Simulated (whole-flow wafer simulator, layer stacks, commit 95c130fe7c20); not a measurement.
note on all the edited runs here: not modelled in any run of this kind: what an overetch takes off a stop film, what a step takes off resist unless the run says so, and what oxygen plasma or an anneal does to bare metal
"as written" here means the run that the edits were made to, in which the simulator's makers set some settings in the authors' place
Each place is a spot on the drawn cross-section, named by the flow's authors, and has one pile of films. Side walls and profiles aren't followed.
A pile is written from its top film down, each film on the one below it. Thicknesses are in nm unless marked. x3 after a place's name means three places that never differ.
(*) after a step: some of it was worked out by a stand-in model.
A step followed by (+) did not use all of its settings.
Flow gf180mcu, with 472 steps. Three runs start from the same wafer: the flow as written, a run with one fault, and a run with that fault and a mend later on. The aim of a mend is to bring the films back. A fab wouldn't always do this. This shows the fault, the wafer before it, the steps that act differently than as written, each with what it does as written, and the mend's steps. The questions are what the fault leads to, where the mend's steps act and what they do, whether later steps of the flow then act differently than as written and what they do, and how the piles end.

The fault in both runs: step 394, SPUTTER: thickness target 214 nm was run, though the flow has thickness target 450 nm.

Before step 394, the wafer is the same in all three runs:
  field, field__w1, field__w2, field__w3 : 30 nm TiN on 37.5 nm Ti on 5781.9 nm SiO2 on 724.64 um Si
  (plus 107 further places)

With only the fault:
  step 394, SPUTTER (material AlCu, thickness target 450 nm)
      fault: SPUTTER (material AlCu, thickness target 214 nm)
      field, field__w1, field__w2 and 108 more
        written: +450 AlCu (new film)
        fault: +214 AlCu (new film)
  Later steps of the flow acting differently than as written (not shown: 1 more step that differs only slightly, by at most 2% or 0.5 nm, whichever is larger):
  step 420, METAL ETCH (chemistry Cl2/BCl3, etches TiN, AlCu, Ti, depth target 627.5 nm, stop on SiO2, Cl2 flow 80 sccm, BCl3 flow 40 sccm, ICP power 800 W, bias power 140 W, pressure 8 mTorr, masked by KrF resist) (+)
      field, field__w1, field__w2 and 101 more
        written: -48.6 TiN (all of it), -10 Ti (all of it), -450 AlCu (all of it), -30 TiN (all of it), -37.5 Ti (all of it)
        fault: -48.6 TiN (all of it), -10 Ti (all of it), -214 AlCu (all of it), -30 TiN (all of it), -37.5 Ti (all of it)
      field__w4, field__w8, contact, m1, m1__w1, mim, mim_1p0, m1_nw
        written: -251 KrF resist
        fault: -204 KrF resist
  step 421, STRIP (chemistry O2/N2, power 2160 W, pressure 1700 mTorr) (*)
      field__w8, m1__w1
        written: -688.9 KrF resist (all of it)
        fault: -735.8 KrF resist (all of it)
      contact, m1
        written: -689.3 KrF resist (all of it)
        fault: -736.3 KrF resist (all of it)
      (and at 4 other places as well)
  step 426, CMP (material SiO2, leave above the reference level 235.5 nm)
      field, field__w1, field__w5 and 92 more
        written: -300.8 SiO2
        fault: -536.8 SiO2
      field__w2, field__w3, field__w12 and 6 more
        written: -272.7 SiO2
        fault: -519.4 SiO2
  The piles end different from the flow's at field, field__w1, field__w2 and 109 more by more than 2% or 0.5 nm, whichever is larger.
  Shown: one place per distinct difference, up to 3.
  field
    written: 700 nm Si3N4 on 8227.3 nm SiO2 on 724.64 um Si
    fault: 700 nm Si3N4 on 7991.3 nm SiO2 on 724.64 um Si
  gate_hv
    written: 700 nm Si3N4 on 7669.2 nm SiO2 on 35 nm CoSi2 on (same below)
    fault: 700 nm Si3N4 on 7433.2 nm SiO2 on 35 nm CoSi2 on (same below)
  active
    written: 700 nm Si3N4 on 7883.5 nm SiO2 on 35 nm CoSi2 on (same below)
    fault: 700 nm Si3N4 on 7647.5 nm SiO2 on 35 nm CoSi2 on (same below)

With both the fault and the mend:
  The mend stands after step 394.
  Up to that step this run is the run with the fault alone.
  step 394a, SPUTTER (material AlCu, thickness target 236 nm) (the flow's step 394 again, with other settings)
      field, field__w1, field__w2 and 108 more
        +236 AlCu
  Later steps of the flow that are run all act as written at every place that is followed.
  By the end, the piles equal the flow's at every place that both follow.
